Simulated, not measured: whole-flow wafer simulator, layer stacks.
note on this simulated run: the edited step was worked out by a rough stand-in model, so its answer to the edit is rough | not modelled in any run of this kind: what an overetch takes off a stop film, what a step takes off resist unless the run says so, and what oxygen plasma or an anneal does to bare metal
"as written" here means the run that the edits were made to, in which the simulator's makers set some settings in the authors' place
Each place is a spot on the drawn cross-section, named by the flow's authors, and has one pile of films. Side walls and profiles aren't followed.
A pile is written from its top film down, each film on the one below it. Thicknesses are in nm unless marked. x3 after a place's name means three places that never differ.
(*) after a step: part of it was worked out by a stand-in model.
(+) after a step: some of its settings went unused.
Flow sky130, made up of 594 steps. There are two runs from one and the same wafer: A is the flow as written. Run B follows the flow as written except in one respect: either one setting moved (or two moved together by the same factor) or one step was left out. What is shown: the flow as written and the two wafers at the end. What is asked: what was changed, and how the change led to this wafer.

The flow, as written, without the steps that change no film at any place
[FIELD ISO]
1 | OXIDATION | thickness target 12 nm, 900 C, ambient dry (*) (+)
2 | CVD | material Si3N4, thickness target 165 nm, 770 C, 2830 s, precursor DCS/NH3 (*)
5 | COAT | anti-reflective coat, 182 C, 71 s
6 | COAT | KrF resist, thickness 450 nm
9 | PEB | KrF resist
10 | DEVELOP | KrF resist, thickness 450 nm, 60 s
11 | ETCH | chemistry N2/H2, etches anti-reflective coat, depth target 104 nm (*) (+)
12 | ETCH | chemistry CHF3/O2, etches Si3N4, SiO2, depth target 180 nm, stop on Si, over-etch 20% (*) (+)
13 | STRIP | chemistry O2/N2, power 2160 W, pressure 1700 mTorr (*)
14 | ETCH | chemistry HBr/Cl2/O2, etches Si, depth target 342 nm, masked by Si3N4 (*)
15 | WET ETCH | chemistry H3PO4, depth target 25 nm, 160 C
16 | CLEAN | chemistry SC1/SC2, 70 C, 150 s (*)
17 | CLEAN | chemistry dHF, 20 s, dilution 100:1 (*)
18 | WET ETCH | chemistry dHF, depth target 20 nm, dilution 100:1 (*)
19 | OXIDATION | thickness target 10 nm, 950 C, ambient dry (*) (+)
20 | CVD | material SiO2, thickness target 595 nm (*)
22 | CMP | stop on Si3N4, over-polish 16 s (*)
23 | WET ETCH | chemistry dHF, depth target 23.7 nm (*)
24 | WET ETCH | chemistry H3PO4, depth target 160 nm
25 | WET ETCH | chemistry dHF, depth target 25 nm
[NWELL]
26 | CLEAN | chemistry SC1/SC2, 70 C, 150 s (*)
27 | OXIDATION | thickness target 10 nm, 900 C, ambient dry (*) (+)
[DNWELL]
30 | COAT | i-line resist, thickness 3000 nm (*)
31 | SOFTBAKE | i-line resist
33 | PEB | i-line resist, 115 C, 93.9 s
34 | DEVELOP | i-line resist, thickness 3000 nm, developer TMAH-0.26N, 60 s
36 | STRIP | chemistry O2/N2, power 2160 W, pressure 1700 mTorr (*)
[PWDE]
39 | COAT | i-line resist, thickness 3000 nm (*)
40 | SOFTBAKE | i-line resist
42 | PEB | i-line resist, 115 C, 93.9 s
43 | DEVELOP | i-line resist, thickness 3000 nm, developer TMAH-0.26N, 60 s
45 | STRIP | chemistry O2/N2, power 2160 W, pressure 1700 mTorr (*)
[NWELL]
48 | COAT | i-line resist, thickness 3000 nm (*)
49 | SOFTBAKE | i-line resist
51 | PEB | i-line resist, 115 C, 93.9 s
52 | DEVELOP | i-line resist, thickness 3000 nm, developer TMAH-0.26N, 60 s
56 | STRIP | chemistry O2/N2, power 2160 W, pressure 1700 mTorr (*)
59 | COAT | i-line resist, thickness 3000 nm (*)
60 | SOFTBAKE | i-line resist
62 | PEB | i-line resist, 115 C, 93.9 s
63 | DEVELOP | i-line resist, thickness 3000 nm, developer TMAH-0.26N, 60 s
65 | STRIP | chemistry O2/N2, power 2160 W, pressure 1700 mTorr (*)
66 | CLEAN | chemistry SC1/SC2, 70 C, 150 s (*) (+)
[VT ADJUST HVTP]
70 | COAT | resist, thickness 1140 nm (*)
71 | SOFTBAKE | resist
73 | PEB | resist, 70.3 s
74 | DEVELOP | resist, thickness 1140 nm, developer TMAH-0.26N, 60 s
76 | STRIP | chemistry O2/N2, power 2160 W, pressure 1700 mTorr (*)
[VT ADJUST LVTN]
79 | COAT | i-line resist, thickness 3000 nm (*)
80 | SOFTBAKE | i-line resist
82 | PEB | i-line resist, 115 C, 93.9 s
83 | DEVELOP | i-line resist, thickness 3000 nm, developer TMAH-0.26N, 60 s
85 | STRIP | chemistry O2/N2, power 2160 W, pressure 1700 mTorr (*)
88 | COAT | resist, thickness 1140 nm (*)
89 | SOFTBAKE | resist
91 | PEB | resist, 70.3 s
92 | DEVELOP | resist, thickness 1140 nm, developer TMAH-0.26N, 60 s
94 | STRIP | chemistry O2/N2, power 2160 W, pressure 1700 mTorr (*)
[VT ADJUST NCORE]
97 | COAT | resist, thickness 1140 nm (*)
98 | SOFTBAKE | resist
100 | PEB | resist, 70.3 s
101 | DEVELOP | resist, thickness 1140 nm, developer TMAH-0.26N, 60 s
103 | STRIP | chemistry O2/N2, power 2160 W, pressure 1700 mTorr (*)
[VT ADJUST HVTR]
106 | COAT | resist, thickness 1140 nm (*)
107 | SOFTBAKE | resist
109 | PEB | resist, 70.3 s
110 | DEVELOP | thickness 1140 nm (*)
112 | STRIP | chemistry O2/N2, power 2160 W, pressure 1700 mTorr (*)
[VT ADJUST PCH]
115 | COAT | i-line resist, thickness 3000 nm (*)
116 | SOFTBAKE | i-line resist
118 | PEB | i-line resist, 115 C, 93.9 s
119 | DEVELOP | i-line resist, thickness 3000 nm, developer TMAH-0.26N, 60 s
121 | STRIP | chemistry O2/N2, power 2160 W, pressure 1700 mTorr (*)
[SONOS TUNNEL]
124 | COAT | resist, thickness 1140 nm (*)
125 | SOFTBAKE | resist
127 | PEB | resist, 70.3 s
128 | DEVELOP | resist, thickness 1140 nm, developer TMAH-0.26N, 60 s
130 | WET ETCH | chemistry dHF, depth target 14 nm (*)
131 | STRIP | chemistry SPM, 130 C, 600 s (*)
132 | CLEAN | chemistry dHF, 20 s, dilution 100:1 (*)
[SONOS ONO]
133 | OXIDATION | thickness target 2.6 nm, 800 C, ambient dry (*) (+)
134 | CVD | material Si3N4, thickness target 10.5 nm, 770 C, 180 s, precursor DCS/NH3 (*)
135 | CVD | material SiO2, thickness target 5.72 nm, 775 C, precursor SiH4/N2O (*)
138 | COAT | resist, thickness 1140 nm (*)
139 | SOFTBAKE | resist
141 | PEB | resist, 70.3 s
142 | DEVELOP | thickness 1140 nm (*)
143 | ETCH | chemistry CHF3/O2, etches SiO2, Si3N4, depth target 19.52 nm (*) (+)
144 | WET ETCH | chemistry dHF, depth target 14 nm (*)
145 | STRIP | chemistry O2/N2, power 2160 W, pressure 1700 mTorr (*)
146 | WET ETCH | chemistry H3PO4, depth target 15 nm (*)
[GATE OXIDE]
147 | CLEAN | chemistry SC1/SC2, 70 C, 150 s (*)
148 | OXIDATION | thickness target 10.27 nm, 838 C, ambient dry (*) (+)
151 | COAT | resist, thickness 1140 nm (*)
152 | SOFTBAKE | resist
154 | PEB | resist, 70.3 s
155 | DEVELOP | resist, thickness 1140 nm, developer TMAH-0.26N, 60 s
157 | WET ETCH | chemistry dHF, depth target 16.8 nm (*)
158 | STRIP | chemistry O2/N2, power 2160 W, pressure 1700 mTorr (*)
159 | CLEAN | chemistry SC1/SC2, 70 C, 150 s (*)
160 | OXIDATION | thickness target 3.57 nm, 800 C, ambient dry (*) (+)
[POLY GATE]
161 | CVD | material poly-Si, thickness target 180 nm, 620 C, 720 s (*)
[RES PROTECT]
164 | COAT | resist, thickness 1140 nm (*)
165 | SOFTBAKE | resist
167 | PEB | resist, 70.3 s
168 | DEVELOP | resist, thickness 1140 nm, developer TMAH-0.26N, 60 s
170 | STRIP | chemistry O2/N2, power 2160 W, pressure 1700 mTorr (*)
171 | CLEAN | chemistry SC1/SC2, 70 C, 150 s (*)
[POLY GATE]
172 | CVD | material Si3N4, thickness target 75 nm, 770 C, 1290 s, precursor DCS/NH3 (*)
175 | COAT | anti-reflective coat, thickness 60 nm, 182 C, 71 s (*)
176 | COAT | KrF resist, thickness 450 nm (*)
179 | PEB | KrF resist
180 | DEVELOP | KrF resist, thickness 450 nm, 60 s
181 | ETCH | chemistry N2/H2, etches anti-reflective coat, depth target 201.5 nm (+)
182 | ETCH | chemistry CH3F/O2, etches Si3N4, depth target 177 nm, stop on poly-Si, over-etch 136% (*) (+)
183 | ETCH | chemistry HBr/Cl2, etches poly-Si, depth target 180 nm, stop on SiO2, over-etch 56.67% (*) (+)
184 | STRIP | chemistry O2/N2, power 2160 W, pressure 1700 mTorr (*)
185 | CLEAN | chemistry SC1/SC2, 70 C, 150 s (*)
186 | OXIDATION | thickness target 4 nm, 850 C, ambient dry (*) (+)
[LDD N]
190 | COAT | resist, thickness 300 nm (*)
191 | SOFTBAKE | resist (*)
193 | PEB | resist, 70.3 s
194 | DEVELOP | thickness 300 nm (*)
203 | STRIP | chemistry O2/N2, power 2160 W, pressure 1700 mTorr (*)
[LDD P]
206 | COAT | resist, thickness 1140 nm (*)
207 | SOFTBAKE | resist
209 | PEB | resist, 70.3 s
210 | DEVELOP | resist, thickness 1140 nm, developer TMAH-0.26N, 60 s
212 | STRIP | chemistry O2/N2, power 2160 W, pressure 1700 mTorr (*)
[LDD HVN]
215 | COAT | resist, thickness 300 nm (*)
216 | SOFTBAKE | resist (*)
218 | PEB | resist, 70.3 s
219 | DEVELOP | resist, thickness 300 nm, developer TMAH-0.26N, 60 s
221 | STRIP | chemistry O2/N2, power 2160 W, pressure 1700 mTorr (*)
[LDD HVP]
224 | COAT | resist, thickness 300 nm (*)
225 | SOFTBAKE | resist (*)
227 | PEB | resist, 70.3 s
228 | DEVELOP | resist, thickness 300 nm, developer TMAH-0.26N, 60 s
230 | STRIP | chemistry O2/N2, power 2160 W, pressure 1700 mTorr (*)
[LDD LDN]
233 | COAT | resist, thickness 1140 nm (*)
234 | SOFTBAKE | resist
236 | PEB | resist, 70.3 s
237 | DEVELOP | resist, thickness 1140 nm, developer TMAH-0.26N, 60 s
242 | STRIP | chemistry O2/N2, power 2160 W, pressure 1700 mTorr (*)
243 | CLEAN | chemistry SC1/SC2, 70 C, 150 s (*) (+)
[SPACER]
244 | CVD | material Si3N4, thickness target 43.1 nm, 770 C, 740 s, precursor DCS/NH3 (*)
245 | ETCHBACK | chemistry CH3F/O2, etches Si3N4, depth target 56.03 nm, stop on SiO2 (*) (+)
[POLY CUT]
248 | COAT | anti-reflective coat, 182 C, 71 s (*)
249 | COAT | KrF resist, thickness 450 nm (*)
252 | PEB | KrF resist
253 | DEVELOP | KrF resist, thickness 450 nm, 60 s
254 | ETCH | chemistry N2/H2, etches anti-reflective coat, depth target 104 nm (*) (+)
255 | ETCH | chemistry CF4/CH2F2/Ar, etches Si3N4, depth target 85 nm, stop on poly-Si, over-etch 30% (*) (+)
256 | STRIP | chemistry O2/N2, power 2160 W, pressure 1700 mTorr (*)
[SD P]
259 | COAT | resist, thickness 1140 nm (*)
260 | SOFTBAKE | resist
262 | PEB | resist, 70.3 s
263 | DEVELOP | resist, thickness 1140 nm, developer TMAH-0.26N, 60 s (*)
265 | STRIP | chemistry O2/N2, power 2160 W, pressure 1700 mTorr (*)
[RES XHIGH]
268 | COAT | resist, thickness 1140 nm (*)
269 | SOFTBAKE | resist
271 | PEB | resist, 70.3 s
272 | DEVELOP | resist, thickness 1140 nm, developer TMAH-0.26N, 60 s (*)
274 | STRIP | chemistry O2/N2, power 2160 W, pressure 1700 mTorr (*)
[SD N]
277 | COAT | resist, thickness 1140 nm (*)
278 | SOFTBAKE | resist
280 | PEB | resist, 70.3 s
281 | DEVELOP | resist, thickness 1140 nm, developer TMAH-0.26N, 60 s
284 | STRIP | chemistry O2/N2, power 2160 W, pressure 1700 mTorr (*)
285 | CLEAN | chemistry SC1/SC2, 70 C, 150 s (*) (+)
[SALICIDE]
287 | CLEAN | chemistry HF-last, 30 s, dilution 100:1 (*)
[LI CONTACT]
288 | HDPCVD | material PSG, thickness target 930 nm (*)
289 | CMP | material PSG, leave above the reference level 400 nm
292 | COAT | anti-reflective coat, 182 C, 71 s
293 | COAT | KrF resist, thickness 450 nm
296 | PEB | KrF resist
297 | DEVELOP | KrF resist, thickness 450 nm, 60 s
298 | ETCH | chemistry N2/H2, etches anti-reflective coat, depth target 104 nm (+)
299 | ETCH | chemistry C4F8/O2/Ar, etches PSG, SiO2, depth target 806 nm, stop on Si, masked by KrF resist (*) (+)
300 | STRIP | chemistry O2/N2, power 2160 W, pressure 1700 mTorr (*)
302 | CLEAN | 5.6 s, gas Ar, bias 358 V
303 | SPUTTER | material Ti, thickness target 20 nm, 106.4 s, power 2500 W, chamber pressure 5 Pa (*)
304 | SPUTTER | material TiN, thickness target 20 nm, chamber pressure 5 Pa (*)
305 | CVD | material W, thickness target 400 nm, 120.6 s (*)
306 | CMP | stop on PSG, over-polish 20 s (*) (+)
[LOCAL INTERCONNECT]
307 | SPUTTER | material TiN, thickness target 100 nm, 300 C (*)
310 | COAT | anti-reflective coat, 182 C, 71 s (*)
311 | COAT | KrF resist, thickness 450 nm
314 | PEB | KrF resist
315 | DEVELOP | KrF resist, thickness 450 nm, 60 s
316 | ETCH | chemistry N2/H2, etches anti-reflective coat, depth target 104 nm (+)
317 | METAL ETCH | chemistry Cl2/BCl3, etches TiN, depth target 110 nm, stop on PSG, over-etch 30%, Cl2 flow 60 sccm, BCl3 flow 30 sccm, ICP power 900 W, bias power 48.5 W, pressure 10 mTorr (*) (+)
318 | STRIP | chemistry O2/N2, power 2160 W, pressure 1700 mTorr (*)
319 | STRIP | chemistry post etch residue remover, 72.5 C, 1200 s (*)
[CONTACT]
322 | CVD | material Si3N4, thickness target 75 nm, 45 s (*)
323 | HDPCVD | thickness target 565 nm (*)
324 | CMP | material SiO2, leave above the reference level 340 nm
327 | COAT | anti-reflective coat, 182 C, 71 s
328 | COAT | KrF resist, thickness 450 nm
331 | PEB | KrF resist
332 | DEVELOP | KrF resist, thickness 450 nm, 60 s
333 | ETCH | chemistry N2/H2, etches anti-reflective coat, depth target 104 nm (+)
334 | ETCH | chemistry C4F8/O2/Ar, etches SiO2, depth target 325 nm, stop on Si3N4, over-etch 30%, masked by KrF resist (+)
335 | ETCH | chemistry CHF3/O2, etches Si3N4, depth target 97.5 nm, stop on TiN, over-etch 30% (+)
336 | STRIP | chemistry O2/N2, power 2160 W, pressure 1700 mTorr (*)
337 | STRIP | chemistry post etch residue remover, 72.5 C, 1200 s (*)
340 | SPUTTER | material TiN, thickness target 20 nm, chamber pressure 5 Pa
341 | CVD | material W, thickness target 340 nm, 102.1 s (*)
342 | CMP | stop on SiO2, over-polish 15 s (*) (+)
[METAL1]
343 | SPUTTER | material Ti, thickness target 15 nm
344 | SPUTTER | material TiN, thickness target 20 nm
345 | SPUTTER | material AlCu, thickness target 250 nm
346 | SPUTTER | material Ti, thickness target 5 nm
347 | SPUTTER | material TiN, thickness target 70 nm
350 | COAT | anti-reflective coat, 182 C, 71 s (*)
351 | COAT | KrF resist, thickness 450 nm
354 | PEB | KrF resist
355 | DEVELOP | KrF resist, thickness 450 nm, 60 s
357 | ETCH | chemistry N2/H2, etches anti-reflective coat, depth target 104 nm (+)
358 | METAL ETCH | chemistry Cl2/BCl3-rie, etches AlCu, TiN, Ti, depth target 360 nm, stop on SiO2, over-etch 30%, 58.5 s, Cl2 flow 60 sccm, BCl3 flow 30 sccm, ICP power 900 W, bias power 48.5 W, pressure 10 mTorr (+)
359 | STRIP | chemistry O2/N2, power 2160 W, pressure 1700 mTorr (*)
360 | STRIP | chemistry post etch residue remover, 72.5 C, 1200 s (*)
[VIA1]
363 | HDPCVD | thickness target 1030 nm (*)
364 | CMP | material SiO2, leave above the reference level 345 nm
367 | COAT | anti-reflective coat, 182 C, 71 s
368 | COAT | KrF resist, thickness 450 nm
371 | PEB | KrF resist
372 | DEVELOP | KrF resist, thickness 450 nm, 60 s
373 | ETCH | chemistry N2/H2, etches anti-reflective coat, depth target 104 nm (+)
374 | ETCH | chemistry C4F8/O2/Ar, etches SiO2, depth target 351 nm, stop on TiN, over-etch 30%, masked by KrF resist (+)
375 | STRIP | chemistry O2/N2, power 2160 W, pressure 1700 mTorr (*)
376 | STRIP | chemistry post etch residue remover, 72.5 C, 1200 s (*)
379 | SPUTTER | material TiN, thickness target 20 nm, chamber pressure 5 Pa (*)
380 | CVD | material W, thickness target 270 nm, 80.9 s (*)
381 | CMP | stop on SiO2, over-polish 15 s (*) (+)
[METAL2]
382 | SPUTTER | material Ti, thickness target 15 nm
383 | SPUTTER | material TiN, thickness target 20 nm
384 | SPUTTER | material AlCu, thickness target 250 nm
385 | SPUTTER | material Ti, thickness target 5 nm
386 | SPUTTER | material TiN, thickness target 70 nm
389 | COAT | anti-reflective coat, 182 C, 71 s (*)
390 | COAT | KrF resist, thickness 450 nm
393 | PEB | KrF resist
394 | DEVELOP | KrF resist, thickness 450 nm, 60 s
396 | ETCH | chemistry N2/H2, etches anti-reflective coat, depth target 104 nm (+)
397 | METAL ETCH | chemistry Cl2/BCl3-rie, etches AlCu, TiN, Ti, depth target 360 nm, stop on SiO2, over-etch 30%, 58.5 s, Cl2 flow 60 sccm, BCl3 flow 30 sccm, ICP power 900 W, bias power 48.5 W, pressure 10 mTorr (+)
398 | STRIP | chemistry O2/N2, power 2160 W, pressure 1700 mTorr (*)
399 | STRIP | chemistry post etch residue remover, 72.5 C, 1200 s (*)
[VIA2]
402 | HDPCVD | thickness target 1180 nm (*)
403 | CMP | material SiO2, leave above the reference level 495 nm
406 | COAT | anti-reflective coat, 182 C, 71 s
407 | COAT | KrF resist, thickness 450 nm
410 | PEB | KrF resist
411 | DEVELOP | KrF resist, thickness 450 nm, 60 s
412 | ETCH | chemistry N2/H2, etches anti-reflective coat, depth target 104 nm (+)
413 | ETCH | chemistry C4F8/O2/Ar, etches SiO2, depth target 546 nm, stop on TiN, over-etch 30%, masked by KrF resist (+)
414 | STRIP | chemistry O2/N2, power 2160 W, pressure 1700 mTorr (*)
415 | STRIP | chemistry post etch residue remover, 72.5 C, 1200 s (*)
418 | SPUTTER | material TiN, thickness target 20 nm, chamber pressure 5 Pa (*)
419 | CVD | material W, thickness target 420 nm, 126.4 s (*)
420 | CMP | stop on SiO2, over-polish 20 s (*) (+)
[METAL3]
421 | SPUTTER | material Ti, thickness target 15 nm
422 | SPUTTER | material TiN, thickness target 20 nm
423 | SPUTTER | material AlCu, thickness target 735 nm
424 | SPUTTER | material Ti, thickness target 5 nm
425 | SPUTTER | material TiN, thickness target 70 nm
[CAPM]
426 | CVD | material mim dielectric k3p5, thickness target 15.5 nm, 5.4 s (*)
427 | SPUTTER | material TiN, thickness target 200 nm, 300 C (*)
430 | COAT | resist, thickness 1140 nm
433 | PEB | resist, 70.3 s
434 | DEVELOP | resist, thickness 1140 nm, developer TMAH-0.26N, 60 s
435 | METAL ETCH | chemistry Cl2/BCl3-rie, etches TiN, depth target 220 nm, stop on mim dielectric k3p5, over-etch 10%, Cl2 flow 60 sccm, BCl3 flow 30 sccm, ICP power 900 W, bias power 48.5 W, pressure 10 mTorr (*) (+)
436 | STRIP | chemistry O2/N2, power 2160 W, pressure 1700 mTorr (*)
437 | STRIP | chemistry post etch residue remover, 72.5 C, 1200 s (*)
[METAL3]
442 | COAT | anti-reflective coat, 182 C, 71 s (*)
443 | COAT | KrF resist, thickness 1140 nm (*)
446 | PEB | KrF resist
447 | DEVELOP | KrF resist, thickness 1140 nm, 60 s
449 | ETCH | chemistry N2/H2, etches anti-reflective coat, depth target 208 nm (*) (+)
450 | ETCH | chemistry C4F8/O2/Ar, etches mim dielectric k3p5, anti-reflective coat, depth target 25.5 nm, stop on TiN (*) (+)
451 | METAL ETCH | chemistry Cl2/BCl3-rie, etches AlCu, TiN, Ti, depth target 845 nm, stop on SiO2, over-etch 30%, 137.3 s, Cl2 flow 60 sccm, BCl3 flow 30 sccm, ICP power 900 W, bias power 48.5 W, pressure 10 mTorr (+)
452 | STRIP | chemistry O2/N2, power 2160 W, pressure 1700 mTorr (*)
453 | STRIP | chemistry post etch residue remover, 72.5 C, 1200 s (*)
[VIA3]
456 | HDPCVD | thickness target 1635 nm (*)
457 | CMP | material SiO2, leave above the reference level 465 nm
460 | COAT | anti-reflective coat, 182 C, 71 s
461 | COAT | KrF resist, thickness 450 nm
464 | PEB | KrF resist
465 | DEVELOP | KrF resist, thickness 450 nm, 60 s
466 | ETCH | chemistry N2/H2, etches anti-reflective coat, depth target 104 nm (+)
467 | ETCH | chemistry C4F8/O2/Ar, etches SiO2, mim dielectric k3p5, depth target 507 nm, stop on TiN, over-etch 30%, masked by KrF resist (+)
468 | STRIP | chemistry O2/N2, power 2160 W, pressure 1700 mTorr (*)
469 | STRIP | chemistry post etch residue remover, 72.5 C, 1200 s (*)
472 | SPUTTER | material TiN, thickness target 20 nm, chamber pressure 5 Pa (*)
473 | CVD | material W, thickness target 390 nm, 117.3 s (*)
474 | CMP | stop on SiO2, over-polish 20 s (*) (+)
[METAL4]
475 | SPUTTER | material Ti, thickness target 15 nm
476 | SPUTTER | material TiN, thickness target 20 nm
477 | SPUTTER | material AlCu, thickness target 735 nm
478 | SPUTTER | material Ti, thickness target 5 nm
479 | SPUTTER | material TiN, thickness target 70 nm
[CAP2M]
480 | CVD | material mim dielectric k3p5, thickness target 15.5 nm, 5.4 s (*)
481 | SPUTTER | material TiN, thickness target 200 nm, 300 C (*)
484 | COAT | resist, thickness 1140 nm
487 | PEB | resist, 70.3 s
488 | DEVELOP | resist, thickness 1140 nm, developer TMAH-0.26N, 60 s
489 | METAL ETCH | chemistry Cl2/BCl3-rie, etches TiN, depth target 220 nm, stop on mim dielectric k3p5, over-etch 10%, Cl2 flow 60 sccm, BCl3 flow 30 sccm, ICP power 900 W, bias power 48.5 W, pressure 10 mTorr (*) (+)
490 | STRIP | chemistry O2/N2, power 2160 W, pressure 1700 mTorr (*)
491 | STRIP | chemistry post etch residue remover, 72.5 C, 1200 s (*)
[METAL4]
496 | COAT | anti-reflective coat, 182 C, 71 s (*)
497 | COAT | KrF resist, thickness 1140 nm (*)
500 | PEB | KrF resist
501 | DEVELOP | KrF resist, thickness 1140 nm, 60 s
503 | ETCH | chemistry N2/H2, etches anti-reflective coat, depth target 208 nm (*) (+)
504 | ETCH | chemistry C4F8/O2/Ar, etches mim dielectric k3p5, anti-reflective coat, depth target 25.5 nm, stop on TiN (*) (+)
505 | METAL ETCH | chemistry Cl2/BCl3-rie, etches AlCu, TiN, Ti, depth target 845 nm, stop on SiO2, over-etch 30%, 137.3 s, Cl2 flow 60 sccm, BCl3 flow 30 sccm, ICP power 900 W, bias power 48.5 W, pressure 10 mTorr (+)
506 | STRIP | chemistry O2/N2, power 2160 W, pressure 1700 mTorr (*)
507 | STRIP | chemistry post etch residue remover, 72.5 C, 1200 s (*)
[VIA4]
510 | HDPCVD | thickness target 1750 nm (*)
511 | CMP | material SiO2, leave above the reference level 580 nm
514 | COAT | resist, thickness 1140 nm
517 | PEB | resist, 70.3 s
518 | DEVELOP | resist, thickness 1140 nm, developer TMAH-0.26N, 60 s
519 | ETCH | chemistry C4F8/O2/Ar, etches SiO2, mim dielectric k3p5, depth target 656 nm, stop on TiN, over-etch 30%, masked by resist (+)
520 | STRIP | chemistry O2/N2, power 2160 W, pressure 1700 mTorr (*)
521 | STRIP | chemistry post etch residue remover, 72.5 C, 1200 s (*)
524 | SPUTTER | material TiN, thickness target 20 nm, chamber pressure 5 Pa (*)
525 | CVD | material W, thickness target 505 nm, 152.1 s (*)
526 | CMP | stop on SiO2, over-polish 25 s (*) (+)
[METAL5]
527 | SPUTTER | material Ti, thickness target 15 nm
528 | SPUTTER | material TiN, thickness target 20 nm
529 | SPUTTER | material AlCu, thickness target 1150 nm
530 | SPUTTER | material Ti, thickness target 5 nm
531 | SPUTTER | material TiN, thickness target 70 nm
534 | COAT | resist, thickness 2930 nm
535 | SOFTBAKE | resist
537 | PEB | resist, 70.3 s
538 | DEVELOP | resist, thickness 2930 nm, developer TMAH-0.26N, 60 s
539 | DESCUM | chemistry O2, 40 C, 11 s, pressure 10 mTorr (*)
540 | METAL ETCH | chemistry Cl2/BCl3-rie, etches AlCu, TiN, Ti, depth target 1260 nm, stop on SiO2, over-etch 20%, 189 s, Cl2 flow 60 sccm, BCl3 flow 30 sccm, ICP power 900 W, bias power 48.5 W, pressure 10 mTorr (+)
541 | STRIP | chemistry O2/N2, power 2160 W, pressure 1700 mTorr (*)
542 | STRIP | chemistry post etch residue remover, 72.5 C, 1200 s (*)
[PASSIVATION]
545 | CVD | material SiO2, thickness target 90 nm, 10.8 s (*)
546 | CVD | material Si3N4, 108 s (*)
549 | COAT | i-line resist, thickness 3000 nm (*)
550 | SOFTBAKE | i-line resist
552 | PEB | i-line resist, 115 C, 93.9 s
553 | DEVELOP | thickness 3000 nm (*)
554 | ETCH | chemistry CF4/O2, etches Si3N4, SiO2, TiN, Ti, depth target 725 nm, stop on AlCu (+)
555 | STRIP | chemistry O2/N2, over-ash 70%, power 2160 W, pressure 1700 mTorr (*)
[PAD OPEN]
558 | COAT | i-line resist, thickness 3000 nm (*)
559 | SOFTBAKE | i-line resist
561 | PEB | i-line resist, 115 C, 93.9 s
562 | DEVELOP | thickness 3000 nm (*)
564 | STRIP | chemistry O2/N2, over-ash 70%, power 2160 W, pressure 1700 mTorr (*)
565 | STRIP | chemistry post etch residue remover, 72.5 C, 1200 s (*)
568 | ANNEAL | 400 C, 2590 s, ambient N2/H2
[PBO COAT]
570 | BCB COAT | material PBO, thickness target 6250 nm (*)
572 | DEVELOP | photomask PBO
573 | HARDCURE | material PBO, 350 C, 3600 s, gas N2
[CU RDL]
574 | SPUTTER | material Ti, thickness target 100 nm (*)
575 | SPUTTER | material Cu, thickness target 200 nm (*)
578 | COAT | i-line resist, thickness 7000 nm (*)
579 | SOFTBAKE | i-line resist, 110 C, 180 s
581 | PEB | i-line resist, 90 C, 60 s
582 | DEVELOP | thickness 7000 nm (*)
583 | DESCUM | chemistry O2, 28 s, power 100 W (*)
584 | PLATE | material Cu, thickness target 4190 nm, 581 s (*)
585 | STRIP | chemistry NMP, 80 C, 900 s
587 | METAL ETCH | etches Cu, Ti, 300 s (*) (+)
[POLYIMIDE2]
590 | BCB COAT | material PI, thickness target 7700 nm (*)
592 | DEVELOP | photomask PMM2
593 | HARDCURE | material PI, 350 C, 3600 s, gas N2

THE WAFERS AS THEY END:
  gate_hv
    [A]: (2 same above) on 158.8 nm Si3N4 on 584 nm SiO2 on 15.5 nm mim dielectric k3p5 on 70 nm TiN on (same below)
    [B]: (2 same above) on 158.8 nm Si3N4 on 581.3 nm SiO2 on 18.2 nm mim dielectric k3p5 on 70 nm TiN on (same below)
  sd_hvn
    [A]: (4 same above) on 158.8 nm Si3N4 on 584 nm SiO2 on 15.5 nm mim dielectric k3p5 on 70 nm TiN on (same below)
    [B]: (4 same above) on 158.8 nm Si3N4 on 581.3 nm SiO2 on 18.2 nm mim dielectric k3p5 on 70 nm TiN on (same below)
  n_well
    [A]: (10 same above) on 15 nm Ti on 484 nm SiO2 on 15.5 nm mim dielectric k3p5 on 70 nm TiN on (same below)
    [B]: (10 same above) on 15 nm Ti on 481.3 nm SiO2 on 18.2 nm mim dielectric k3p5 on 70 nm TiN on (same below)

Cause: step 480, CVD: thickness target 18.2 nm was run, though the flow has thickness target 15.5 nm; step 480, CVD: 6.35 s was run, where the flow has 5.4 s.
One can read it off the wafer: gate_hv has mim dielectric k3p5 18.2, and step 480 as written asks for 15.5 nm.

How this came from the change, step by step:
  480 | CVD | material mim dielectric k3p5, thickness target 15.5 nm, 5.4 s (*)
      field, active, n_well and 189 more: A mim dielectric k3p5 gains 15.5 (new film) | B mim dielectric k3p5 gains 18.2 (new film)
  504 | ETCH | chemistry C4F8/O2/Ar, etches mim dielectric k3p5, anti-reflective coat, depth target 25.5 nm, stop on TiN (*) (+)
      n_well, p_well, gate_hv and 102 more: A KrF resist loses 15.5 | B KrF resist loses 17
      field, active, gate and 85 more: A mim dielectric k3p5 loses 15.5 (all of it) | B mim dielectric k3p5 loses 18.2 (all of it)
  519 | ETCH | chemistry C4F8/O2/Ar, etches SiO2, mim dielectric k3p5, depth target 656 nm, stop on TiN, over-etch 30%, masked by resist (+)
      m1: A SiO2 loses 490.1 (all of it), mim dielectric k3p5 loses 15.5 (all of it) | B SiO2 loses 487.4 (all of it), mim dielectric k3p5 loses 18.2 (all of it)
      via4_hole: A SiO2 loses 489.5 (all of it), mim dielectric k3p5 loses 15.5 (all of it) | B SiO2 loses 486.8 (all of it), mim dielectric k3p5 loses 18.2 (all of it)
